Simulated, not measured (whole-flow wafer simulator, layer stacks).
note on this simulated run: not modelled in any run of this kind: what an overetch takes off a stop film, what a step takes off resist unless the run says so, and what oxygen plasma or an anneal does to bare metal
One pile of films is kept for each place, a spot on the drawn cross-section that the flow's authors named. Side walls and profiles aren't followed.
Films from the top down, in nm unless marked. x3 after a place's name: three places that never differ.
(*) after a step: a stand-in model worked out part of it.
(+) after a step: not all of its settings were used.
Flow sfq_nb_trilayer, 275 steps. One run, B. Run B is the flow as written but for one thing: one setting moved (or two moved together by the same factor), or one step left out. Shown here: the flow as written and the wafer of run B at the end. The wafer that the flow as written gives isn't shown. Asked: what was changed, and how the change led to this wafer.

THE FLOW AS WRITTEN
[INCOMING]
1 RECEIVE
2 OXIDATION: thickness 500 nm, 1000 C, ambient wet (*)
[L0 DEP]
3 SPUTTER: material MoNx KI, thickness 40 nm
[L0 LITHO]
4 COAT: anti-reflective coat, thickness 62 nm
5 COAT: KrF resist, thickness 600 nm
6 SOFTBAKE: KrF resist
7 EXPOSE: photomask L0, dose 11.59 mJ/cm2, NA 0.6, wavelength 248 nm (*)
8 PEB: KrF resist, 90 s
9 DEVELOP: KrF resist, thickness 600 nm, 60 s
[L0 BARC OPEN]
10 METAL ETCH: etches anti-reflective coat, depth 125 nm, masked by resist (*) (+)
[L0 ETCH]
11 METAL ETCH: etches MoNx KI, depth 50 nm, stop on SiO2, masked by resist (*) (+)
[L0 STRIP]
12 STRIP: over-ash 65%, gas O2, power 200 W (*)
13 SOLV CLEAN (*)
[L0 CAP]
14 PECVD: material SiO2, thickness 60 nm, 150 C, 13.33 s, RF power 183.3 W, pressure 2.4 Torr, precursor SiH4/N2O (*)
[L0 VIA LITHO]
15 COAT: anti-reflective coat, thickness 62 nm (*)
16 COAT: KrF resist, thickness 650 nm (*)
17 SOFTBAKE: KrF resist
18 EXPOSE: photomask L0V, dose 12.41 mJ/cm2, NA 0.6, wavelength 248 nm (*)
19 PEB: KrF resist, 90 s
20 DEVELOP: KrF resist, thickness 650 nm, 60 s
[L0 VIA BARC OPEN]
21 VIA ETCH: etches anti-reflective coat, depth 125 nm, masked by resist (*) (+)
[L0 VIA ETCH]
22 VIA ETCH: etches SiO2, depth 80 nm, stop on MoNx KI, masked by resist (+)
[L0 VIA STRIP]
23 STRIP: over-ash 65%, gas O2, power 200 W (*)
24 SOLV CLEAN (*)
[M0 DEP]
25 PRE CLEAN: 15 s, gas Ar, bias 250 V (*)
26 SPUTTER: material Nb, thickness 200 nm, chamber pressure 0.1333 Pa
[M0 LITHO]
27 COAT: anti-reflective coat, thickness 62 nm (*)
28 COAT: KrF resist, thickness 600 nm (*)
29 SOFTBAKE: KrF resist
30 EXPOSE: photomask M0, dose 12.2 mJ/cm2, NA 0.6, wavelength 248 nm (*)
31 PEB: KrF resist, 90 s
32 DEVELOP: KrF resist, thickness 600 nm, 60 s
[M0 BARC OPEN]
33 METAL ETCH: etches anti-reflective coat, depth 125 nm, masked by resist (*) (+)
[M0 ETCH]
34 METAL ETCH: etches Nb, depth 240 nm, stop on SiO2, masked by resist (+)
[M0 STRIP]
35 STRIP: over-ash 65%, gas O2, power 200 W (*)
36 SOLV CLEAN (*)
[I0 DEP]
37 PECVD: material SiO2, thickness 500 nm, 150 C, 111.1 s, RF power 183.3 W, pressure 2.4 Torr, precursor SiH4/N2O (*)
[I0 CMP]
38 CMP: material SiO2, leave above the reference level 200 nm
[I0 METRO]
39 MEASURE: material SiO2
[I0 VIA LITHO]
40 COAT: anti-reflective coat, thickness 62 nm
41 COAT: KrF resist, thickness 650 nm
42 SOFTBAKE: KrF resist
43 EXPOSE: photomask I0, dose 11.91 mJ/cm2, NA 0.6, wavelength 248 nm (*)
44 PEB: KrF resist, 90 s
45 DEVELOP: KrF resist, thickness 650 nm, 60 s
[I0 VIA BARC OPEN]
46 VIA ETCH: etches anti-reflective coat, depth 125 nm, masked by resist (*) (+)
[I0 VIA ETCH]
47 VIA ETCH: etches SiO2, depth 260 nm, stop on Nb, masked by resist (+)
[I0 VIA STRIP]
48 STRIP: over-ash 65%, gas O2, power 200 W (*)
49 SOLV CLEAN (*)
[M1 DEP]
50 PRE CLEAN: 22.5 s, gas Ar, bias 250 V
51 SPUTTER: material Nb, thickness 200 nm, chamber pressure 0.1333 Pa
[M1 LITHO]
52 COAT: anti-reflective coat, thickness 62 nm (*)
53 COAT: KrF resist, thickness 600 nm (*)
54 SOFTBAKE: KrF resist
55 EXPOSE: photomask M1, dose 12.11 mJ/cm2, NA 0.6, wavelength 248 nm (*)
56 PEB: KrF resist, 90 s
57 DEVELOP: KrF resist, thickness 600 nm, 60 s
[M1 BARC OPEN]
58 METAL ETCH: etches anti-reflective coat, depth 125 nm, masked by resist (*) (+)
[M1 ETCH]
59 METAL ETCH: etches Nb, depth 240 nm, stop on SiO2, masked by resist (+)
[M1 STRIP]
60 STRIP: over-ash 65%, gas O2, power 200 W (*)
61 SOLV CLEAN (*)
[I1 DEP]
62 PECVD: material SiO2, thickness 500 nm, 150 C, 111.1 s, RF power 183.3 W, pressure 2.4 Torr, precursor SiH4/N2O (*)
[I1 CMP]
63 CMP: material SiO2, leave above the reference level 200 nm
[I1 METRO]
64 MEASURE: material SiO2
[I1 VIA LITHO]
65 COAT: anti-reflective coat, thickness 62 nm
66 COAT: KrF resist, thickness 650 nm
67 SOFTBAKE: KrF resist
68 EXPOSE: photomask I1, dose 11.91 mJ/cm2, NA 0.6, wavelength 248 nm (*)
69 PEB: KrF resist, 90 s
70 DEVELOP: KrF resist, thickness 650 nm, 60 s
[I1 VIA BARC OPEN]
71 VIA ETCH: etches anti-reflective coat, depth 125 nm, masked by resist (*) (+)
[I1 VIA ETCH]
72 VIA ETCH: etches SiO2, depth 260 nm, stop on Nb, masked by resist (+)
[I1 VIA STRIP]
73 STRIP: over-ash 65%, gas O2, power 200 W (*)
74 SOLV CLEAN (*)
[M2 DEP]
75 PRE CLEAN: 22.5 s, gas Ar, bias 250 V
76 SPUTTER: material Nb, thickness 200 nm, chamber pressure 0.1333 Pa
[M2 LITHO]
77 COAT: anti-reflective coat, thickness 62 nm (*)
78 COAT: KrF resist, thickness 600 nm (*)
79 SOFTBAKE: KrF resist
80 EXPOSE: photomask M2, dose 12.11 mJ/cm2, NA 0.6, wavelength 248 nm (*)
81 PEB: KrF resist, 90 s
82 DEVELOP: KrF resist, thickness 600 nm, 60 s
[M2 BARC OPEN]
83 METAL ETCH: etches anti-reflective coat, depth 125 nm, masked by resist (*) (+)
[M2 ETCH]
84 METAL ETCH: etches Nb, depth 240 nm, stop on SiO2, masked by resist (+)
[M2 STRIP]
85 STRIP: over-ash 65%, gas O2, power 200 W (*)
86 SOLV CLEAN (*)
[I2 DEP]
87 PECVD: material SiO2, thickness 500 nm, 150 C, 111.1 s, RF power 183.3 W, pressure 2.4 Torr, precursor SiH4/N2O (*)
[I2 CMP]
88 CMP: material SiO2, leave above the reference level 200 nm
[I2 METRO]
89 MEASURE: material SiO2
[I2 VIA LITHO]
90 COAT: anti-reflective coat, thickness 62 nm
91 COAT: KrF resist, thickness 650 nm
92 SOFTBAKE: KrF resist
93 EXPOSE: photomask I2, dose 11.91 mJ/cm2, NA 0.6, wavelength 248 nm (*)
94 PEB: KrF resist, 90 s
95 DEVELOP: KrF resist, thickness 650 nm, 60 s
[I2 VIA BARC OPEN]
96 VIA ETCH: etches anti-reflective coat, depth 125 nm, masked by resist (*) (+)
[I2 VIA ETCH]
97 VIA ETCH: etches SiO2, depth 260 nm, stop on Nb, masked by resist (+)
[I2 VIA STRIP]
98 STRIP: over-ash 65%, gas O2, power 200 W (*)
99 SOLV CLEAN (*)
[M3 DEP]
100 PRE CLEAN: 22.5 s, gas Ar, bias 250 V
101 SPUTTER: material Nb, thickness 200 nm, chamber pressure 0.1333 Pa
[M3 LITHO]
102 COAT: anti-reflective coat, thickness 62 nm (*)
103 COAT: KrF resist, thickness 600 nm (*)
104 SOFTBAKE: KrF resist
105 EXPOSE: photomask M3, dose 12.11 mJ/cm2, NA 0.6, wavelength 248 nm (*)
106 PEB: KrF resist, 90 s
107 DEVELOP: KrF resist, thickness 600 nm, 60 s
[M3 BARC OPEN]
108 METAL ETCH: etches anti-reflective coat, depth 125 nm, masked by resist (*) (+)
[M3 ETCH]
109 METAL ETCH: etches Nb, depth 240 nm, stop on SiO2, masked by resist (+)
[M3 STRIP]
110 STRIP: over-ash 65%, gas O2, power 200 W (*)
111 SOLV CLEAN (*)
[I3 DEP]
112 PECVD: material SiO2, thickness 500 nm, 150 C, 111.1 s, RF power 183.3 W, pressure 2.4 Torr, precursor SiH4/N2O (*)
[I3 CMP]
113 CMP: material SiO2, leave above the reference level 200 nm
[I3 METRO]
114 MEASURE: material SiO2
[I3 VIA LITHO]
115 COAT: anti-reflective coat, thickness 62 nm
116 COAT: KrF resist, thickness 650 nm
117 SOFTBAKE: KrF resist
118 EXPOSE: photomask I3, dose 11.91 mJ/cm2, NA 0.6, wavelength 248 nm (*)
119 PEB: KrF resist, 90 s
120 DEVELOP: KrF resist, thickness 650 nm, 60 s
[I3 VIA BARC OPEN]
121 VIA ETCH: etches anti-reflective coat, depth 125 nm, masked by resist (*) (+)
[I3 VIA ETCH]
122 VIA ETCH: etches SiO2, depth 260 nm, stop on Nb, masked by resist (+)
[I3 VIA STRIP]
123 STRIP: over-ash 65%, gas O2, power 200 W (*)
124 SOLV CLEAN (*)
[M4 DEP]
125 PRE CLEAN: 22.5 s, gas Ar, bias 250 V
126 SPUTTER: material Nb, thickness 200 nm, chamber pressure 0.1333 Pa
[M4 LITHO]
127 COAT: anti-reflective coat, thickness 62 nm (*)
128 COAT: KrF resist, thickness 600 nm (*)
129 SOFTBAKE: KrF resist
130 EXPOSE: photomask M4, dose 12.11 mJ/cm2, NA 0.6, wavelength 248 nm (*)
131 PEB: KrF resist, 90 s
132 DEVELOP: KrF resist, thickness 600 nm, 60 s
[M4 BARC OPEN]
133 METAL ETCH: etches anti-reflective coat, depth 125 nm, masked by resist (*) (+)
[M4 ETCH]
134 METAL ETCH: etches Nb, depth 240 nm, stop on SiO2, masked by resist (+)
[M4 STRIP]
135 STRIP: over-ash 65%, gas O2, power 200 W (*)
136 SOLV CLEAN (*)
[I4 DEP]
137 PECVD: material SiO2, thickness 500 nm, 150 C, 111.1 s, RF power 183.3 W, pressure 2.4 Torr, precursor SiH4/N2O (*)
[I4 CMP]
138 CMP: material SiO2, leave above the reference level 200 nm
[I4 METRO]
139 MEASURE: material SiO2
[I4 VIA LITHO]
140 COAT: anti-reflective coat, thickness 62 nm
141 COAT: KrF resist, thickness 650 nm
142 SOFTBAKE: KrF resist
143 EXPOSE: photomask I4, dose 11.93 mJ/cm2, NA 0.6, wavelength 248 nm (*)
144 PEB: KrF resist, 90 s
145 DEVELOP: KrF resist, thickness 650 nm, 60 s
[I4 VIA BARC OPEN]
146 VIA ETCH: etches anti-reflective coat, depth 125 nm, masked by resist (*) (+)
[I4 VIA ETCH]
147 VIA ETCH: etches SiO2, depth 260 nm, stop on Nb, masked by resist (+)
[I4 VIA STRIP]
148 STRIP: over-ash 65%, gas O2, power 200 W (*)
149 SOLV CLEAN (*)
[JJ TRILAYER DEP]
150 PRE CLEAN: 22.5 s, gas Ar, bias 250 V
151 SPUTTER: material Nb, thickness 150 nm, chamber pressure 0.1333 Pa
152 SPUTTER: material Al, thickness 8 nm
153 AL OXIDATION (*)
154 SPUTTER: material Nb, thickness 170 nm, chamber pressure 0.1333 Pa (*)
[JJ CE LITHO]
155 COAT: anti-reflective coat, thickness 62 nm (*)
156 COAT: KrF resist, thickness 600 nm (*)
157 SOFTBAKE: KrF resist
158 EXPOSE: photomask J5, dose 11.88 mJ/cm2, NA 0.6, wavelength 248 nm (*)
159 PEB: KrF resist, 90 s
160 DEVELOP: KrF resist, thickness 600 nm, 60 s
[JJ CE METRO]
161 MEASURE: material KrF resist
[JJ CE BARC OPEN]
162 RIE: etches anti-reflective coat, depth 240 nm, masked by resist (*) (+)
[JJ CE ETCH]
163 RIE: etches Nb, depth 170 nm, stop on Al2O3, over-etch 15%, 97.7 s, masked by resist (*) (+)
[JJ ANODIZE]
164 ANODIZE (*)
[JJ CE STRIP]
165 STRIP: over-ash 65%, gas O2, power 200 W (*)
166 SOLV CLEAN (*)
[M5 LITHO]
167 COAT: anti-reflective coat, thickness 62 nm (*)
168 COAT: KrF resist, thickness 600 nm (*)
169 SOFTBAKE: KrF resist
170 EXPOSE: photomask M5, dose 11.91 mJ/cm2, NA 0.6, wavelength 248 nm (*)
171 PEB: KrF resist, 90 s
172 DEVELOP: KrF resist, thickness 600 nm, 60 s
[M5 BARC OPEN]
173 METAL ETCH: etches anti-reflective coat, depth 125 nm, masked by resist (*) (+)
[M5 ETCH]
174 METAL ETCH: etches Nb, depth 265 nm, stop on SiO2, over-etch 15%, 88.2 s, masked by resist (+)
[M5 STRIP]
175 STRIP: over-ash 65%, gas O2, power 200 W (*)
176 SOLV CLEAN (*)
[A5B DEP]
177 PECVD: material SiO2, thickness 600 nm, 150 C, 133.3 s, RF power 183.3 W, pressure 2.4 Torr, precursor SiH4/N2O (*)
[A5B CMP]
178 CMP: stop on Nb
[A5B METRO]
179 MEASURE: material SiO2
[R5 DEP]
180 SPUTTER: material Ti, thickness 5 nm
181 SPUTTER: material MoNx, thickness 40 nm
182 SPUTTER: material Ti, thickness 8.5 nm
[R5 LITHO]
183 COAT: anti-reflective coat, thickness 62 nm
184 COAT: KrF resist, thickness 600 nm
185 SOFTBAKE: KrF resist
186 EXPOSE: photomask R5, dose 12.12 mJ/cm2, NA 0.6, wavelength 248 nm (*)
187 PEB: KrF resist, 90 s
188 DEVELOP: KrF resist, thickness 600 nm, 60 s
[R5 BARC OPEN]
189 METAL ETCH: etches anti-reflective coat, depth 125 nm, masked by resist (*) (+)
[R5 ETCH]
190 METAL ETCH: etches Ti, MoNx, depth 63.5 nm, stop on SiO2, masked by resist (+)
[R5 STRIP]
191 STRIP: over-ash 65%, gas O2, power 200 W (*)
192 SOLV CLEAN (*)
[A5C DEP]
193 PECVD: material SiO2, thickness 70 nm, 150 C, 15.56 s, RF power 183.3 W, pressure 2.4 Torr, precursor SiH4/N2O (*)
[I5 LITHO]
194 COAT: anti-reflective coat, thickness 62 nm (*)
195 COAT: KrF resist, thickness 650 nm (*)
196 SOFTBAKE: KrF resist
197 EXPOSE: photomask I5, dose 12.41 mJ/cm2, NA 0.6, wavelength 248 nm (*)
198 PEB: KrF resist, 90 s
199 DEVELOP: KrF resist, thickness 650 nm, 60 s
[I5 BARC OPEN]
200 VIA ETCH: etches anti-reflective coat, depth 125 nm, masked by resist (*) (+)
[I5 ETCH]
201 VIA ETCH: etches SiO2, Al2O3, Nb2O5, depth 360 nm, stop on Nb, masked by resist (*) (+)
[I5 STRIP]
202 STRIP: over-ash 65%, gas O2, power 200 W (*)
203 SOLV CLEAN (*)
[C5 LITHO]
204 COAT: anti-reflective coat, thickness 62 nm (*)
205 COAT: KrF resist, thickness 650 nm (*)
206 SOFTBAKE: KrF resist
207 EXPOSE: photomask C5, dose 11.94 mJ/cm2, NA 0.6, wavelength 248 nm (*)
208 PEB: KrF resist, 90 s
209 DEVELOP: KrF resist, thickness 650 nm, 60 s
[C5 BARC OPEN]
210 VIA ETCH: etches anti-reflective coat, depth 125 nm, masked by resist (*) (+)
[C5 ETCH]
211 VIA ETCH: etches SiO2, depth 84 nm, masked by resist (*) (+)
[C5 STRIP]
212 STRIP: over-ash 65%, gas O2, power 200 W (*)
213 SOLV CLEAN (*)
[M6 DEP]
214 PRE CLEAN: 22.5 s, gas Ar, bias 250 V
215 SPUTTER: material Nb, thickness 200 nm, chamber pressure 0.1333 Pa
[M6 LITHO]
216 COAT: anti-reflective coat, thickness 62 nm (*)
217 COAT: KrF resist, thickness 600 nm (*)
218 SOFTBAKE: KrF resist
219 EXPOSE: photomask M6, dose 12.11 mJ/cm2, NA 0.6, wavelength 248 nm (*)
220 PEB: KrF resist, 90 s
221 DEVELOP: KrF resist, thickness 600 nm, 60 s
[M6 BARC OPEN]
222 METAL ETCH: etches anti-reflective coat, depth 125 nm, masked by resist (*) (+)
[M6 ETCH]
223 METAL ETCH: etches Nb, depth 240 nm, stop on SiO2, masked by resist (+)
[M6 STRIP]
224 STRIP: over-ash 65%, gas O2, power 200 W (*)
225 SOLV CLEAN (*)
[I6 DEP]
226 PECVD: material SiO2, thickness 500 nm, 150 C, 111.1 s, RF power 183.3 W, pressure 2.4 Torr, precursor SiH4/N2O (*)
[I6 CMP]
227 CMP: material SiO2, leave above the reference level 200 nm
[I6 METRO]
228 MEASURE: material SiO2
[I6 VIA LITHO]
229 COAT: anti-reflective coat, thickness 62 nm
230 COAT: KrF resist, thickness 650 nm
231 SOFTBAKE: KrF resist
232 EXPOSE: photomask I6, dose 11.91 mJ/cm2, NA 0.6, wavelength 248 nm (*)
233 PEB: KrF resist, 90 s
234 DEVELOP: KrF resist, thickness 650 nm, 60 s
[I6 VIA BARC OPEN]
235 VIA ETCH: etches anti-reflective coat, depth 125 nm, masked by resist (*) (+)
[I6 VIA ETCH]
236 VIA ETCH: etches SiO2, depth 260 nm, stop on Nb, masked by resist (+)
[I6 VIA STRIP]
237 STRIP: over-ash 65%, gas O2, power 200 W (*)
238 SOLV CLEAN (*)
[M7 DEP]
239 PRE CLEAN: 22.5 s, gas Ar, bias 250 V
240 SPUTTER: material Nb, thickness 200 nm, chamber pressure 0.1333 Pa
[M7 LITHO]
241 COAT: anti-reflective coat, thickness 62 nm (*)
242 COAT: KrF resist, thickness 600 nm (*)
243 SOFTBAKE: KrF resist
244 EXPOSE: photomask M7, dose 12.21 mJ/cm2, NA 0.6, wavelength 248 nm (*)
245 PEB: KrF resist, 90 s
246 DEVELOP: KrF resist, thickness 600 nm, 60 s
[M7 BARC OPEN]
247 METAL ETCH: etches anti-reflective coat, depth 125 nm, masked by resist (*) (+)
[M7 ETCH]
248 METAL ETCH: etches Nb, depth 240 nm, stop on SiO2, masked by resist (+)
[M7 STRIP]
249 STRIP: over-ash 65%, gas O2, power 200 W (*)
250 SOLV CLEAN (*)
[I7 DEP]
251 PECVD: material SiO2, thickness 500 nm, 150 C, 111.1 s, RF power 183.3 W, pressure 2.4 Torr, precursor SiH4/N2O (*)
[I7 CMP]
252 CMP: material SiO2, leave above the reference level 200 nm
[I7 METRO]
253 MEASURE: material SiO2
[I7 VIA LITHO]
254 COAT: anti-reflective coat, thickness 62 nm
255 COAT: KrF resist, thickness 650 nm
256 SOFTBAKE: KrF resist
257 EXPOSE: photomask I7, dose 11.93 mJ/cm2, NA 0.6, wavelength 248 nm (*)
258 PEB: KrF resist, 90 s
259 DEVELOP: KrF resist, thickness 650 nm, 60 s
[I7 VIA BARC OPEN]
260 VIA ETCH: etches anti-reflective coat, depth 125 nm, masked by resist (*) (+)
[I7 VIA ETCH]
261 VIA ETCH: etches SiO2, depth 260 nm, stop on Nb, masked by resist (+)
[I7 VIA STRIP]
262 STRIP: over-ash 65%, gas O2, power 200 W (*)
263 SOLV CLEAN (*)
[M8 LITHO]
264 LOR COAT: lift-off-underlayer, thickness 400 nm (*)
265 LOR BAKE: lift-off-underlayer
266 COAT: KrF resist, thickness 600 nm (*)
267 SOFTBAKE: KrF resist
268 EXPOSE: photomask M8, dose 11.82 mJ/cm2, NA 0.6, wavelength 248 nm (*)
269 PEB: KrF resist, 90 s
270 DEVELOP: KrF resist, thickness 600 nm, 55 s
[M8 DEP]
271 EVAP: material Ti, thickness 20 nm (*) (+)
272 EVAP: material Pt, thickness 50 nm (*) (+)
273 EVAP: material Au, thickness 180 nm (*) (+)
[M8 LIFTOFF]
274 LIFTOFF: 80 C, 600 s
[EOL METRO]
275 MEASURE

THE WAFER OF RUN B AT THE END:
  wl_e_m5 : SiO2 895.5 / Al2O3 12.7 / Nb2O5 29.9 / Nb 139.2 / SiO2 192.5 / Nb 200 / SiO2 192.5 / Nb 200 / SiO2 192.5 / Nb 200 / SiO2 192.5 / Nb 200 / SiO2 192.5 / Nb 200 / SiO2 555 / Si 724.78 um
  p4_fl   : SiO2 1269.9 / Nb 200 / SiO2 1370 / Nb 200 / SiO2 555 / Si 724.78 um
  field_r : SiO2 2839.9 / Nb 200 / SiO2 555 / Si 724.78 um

The cause: step 227, CMP: leave above the reference level 94 nm was run, where the flow has leave above the reference level 200 nm.

How the change led to this, step by step:
  227 CMP: material SiO2, leave above the reference level 200 nm
      field_l, p4_fl, p4_fm and 59 more: SiO2 -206 (as written it would be: SiO2 -100)
      v_sur, via_wl, via_w and 15 more: SiO2 -406 (as written it would be: SiO2 -300)
      (and at 26 more places)
  236 VIA ETCH: etches SiO2, depth 260 nm, stop on Nb, masked by resist (+)
      field_l, v_sur, via_wl and 102 more: KrF resist -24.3 (as written it would be: KrF resist -44.8)
      via_v: SiO2 -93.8 (all of it) (as written it would be: SiO2 -199.8 (all of it))
  237 STRIP: over-ash 65%, gas O2, power 200 W (*)
      field_l, v_sur, via_wl and 102 more: KrF resist -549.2 (all of it), anti-reflective coat -62 (all of it) (as written it would be: KrF resist -528.6 (all of it), anti-reflective coat -62 (all of it))
  240 SPUTTER: material Nb, thickness 200 nm, chamber pressure 0.1333 Pa
      via_v: Nb +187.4 (as written it would be: Nb +161.1)
  241 COAT: anti-reflective coat, thickness 62 nm (*)
      via_v: anti-reflective coat +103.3 (new film) (as written it would be: anti-reflective coat +126 (new film))
  242 COAT: KrF resist, thickness 600 nm (*)
      via_v: KrF resist +650 (new film) (as written it would be: KrF resist +742.5 (new film))
  249 STRIP: over-ash 65%, gas O2, power 200 W (*)
      via_sp: KrF resist -382.7 (all of it), anti-reflective coat -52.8 (all of it) (as written it would be: KrF resist -373.6 (all of it), anti-reflective coat -53.1 (all of it))
      via_v: KrF resist -432.3 (all of it), anti-reflective coat -103.3 (all of it) (as written it would be: KrF resist -524.5 (all of it), anti-reflective coat -126 (all of it))
      (and at 1 more place)
  251 PECVD: material SiO2, thickness 500 nm, 150 C, 111.1 s, RF power 183.3 W, pressure 2.4 Torr, precursor SiH4/N2O (*)
      via_v: SiO2 +500 (new film) (as written it would be: SiO2 +621 (new film))
  252 CMP: material SiO2, leave above the reference level 200 nm
      via_v: SiO2 -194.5 (as written it would be: SiO2 -183.1)
